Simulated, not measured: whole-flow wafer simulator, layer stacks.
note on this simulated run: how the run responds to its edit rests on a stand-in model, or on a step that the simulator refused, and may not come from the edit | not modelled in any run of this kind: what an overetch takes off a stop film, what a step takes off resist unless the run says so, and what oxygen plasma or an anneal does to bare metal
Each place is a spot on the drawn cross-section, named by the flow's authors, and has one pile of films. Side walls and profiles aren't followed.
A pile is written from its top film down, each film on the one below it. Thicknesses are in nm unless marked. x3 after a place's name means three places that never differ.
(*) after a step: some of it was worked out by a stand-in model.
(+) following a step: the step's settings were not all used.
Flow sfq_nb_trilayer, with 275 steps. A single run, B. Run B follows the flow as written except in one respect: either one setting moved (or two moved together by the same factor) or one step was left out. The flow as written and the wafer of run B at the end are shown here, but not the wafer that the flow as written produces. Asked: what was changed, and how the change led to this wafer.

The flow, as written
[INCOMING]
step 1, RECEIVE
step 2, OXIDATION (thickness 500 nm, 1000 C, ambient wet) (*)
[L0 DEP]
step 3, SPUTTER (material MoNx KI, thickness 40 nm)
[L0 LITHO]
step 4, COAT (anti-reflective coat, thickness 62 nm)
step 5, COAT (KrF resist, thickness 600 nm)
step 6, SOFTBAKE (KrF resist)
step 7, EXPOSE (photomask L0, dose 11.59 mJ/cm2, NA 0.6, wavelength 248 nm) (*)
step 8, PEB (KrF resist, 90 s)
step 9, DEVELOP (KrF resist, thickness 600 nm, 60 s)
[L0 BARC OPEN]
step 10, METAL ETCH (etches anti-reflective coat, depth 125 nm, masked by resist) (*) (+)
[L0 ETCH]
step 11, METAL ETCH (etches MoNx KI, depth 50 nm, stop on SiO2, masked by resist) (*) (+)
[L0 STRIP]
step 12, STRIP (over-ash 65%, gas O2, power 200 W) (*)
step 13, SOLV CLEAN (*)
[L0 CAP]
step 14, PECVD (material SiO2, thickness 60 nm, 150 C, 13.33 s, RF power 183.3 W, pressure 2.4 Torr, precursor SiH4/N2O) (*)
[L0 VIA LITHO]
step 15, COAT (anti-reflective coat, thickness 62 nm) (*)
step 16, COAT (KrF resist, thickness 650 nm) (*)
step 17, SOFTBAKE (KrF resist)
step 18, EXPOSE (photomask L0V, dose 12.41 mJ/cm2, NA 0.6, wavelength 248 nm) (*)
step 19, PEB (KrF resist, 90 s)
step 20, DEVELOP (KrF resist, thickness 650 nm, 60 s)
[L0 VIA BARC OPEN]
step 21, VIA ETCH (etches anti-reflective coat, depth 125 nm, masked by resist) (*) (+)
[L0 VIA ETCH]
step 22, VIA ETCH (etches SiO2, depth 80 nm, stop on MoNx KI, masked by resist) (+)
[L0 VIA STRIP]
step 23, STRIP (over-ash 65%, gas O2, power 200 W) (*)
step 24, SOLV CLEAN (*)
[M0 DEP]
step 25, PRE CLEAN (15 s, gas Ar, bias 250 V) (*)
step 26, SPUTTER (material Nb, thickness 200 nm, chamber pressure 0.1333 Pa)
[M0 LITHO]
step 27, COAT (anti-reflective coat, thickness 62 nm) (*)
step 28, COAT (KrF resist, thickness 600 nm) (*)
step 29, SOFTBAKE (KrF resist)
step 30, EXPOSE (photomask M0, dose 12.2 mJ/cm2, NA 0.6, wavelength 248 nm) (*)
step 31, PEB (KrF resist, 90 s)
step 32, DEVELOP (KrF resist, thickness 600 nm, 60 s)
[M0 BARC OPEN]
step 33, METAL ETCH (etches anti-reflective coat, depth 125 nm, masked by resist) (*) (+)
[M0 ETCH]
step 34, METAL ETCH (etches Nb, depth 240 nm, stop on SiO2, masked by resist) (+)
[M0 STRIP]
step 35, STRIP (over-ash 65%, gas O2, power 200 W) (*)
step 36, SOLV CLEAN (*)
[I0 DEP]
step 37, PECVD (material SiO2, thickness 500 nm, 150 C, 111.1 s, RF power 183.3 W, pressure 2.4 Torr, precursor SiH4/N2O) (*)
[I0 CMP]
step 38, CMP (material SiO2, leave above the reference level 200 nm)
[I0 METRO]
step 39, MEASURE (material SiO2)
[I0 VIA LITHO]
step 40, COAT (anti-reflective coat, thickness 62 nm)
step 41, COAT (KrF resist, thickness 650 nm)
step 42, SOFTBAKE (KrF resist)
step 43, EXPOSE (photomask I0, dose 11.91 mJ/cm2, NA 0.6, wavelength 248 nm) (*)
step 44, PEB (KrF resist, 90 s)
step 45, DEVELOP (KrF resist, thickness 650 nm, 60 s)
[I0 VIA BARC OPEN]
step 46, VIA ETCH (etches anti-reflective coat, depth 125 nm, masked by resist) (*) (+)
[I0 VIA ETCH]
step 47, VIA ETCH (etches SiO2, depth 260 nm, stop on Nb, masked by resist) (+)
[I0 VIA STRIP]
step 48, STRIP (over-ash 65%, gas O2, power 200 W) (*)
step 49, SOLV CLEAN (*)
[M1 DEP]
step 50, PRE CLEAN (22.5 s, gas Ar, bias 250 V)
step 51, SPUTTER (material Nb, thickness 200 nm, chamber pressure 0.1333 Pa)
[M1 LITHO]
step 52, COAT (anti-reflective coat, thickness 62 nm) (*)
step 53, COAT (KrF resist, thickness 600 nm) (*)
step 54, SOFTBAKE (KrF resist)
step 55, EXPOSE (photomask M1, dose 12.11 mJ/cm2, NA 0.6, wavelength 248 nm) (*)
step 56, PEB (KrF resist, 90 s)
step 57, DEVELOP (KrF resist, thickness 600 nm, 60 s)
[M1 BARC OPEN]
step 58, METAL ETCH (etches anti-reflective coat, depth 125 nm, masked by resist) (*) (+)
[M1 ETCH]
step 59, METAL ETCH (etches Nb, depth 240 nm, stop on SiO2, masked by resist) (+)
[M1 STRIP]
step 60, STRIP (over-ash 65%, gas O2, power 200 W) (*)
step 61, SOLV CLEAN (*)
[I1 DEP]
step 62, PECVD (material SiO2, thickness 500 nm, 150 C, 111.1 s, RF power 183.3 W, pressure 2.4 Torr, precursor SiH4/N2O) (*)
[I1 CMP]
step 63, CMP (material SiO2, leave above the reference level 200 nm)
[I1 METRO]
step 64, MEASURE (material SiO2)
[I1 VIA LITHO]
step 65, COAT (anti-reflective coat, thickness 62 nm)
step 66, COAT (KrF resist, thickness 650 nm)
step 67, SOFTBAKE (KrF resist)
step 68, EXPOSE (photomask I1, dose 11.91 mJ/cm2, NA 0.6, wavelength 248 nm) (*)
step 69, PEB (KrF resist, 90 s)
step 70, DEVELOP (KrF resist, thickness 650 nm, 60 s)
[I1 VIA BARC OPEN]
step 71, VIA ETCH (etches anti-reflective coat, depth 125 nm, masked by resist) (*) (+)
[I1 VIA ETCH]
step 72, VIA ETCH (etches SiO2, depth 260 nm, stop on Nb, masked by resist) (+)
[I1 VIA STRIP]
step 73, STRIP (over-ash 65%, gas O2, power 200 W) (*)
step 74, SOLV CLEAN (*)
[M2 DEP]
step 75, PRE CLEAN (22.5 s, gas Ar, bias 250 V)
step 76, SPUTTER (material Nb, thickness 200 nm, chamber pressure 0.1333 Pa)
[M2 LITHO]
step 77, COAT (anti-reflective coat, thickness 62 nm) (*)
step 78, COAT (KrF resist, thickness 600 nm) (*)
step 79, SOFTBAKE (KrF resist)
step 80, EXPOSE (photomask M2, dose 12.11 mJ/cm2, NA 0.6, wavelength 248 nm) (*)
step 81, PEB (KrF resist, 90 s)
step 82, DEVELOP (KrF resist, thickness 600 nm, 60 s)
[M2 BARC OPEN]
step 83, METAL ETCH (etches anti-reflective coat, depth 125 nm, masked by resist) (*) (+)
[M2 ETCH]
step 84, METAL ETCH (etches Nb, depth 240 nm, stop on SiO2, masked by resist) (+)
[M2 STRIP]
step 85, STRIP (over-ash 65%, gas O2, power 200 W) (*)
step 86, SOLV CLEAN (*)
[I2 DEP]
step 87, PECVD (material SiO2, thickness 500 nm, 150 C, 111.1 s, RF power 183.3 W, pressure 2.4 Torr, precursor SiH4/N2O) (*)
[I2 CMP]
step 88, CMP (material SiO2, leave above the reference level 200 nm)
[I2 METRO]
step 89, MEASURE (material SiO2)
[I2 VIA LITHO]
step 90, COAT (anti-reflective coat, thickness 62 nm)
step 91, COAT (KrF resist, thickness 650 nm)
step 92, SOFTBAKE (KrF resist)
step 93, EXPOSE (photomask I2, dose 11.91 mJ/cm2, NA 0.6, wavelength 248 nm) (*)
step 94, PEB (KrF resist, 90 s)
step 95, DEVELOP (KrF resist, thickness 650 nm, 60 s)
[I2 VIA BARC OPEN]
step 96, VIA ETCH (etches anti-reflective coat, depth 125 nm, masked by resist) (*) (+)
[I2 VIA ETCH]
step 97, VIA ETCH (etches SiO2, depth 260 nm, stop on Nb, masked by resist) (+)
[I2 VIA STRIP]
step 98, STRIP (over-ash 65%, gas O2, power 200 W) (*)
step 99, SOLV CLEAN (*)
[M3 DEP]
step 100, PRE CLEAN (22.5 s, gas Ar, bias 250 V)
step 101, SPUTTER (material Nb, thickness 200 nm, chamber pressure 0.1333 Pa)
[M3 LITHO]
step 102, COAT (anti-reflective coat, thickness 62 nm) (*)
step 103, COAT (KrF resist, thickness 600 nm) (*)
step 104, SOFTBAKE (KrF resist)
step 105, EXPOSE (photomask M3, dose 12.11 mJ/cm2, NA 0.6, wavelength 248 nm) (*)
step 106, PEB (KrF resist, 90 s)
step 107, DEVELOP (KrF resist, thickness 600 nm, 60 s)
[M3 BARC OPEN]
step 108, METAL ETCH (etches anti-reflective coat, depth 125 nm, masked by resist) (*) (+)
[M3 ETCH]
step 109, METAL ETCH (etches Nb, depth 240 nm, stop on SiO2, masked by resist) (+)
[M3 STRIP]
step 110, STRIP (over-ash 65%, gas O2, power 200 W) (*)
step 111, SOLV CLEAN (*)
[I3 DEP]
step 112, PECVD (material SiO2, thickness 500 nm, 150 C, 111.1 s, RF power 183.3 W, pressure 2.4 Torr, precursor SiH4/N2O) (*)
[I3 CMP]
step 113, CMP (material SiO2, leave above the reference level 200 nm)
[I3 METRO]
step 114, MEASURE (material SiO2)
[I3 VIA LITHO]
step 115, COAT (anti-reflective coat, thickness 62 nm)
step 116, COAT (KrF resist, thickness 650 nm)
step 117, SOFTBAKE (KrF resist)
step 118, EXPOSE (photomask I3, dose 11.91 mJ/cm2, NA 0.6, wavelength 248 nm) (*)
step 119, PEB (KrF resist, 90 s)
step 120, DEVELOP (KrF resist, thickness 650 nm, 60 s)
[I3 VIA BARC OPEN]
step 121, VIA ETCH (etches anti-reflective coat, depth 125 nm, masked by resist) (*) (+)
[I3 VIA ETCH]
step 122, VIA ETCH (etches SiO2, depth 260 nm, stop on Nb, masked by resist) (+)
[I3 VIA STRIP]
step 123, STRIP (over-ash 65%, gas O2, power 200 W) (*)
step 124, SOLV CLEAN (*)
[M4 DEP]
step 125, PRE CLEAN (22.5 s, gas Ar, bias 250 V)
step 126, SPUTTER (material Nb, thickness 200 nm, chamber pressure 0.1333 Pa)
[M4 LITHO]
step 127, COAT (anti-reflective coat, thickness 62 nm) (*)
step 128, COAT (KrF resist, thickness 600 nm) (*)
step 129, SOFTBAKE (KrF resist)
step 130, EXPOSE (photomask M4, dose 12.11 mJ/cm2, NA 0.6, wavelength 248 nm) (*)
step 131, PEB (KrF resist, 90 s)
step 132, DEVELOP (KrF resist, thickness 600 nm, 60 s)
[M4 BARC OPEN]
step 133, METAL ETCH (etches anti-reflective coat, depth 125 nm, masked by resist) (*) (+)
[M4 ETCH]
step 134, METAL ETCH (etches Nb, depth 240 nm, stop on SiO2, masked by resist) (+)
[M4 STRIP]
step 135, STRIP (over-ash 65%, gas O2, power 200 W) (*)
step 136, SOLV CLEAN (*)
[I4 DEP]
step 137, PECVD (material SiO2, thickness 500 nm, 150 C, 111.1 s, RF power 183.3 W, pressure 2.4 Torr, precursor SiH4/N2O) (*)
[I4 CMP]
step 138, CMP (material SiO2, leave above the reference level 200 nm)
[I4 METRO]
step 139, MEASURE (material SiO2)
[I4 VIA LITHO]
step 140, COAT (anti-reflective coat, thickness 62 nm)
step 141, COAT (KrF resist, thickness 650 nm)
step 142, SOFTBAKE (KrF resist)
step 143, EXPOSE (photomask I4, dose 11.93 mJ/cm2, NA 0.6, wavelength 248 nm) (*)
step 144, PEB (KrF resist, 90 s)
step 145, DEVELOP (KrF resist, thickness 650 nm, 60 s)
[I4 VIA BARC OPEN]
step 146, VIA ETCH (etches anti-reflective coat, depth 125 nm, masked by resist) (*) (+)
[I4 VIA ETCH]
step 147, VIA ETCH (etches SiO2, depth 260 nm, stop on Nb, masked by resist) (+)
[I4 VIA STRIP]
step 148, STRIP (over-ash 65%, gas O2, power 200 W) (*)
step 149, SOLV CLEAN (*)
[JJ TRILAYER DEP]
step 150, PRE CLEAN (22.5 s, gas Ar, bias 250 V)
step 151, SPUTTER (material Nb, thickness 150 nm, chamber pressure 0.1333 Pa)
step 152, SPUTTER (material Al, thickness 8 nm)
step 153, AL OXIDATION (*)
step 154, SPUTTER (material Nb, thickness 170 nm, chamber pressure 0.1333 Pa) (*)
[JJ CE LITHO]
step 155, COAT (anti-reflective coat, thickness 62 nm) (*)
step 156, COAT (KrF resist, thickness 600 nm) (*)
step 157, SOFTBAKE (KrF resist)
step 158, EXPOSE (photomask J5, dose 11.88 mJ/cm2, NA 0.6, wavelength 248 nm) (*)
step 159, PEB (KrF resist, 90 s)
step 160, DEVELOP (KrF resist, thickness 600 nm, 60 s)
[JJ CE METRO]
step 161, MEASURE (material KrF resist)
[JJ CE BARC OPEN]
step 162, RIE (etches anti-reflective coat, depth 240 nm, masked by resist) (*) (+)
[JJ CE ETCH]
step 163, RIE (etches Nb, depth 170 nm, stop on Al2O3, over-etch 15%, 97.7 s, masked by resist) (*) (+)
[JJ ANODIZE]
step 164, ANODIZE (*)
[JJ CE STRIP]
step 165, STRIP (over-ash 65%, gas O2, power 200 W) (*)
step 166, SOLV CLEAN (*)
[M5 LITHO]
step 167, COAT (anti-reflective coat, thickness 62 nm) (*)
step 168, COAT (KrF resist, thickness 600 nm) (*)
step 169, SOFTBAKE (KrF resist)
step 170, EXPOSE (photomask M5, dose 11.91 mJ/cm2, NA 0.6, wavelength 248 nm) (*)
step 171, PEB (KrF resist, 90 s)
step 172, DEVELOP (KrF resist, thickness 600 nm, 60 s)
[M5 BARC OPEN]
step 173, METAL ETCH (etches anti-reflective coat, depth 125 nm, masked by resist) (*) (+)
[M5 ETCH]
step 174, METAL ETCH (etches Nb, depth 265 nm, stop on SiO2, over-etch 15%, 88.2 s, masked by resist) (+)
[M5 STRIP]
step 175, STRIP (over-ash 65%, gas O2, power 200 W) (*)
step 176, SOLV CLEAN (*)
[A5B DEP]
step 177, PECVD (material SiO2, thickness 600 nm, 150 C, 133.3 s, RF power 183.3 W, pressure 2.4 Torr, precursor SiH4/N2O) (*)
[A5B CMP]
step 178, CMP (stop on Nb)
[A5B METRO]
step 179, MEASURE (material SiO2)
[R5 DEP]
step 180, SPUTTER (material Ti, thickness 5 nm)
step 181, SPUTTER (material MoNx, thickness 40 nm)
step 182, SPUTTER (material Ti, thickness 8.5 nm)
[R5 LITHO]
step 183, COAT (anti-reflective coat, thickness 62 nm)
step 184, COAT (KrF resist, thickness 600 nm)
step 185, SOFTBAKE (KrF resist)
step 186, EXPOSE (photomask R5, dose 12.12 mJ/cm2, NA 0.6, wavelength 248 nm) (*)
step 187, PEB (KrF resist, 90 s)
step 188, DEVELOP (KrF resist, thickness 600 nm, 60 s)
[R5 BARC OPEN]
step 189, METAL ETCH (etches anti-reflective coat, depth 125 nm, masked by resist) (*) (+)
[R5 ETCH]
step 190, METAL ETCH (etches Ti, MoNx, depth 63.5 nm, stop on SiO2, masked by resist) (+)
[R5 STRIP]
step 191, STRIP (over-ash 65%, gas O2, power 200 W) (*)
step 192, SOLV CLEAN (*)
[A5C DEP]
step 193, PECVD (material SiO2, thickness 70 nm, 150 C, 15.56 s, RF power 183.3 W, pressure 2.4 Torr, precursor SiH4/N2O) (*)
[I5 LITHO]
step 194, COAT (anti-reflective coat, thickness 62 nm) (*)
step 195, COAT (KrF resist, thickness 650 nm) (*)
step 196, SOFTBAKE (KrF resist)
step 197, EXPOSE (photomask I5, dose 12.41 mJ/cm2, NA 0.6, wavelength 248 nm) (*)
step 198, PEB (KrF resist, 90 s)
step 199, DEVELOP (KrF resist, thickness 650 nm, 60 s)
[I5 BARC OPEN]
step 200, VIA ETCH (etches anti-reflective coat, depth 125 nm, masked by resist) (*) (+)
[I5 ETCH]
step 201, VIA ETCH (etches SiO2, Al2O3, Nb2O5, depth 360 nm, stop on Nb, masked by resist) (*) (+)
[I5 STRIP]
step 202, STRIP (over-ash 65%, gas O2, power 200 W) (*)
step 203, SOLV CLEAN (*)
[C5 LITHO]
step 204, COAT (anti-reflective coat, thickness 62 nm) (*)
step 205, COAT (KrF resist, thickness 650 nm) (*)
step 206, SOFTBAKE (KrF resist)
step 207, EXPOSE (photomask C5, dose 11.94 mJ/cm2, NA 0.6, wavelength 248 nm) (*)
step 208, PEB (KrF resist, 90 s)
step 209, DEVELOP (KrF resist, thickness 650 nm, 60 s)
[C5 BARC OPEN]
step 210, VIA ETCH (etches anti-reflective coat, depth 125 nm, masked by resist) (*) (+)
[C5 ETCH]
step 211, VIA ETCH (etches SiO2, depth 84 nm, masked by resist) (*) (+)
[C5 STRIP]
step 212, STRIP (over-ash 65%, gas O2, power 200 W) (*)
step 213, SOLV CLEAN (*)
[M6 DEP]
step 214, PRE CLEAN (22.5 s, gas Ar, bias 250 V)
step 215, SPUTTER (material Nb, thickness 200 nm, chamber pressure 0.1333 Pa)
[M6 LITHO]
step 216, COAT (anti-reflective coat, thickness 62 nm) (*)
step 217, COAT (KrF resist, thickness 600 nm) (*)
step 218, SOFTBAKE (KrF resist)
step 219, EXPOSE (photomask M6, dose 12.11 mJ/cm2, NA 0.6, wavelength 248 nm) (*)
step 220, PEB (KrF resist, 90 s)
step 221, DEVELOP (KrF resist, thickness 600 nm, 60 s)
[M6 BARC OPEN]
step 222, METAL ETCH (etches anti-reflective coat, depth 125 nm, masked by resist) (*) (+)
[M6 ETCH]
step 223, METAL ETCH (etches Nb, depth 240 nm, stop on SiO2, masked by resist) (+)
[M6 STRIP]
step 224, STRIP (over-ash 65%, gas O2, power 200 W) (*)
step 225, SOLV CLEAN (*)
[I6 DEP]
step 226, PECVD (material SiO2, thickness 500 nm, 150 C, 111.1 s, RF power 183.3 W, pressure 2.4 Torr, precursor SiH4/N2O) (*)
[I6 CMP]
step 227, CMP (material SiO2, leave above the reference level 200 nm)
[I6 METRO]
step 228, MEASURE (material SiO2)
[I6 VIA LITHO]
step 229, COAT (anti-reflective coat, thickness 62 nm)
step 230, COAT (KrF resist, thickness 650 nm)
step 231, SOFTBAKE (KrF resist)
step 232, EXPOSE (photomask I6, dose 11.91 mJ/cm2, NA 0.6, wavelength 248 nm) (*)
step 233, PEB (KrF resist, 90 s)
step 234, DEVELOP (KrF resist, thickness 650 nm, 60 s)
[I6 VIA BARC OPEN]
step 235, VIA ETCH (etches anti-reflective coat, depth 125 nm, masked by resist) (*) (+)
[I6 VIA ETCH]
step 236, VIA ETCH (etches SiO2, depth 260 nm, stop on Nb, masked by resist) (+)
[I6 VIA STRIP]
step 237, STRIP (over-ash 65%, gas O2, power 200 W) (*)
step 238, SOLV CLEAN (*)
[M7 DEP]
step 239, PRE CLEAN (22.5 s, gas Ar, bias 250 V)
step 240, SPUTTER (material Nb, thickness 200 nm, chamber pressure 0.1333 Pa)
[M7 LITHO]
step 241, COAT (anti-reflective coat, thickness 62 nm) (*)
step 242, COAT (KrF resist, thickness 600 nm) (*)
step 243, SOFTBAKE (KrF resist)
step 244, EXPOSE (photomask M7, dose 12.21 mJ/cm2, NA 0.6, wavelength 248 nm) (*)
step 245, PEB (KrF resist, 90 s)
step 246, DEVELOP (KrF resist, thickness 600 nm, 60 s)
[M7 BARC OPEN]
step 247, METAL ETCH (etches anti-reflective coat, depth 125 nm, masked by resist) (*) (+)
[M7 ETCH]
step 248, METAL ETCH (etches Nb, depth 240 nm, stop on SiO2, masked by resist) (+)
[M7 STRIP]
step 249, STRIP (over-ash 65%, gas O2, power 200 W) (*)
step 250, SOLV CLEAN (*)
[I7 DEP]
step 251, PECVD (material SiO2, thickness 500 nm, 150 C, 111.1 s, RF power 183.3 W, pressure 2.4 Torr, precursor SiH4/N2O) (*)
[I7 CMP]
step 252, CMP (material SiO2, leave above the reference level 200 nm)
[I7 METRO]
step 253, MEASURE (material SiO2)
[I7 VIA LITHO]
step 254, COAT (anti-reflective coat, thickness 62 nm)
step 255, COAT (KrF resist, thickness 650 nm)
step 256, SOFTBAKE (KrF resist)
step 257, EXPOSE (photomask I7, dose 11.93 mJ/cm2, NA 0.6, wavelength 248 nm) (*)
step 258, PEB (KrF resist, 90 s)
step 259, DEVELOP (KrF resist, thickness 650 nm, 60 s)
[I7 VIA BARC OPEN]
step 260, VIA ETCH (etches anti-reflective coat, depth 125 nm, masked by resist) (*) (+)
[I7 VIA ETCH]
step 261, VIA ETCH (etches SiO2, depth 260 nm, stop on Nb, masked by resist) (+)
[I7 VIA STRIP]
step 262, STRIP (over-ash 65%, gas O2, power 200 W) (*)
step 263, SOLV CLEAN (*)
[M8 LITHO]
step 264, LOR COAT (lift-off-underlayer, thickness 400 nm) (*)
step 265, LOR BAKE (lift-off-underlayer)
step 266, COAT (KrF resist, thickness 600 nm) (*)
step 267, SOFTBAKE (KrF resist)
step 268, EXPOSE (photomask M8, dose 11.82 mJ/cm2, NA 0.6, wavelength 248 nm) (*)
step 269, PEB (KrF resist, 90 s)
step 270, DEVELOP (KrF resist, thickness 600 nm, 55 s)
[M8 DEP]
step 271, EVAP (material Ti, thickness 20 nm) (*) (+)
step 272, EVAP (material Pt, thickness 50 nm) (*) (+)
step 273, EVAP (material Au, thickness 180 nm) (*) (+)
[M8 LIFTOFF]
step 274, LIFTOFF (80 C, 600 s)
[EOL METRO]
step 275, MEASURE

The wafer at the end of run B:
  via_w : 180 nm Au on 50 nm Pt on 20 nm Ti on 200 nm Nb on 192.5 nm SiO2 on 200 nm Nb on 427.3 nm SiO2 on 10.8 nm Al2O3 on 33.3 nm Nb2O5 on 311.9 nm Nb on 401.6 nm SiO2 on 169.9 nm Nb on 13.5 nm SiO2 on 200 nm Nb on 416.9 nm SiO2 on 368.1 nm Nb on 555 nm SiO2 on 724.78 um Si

Cause: step 97, VIA ETCH: depth 178.8 nm was run, though the flow has depth 260 nm.

How this came from the change, step by step:
  step 97, VIA ETCH (etches SiO2, depth 260 nm, stop on Nb, masked by resist) (+)
      via_w: -178.8 SiO2 (it would be, as written: -199.8 SiO2 (all of it))
      field_l, v_sur, via_wl and 102 more: -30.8 KrF resist (it would be, as written: -44.8 KrF resist)
  step 98, STRIP (over-ash 65%, gas O2, power 200 W) (*)
      field_l, v_sur, via_wl and 102 more: -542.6 KrF resist (all of it), -62 anti-reflective coat (all of it) (it would be, as written: -528.6 KrF resist (all of it), -62 anti-reflective coat (all of it))
  step 100, PRE CLEAN (22.5 s, gas Ar, bias 250 V)
      via_w: -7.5 SiO2 (it would be, as written: -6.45 Nb)
  step 101, SPUTTER (material Nb, thickness 200 nm, chamber pressure 0.1333 Pa)
      via_w: +169.9 Nb (new film) (it would be, as written: +165.5 Nb)
  step 102, COAT (anti-reflective coat, thickness 62 nm) (*)
      via_wl, via_wr: +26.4 anti-reflective coat (new film) (it would be, as written: +34.2 anti-reflective coat (new film))
      v_sur: +58.5 anti-reflective coat (new film) (it would be, as written: +61.1 anti-reflective coat (new film))
      (and at 1 other place as well)
  step 110, STRIP (over-ash 65%, gas O2, power 200 W) (*)
      v_sur: -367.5 KrF resist (all of it), -58.5 anti-reflective coat (all of it) (it would be, as written: -365.3 KrF resist (all of it), -61.1 anti-reflective coat (all of it))
      via_wl: -391.8 KrF resist (all of it), -26.4 anti-reflective coat (all of it) (it would be, as written: -384.2 KrF resist (all of it), -34.2 anti-reflective coat (all of it))
      (and at 2 other places as well)
  step 112, PECVD (material SiO2, thickness 500 nm, 150 C, 111.1 s, RF power 183.3 W, pressure 2.4 Torr, precursor SiH4/N2O) (*)
      via_w: +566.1 SiO2 (new film) (it would be, as written: +615 SiO2 (new film))
  step 113, CMP (material SiO2, leave above the reference level 200 nm)
      via_w: -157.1 SiO2 (it would be, as written: -181.6 SiO2)
If metal films that touch count as one body, via_w has 6 bodies (between them, from the top down: SiO2 192.5; SiO2 427.3 / Al2O3 10.8 / Nb2O5 33.3; SiO2 401.6; SiO2 13.5; SiO2 416.9); the flow as written gives 5 bodies (between them, from the top down: SiO2 192.5; SiO2 427.3 / Al2O3 10.8 / Nb2O5 33.3; SiO2 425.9; SiO2 416.9).
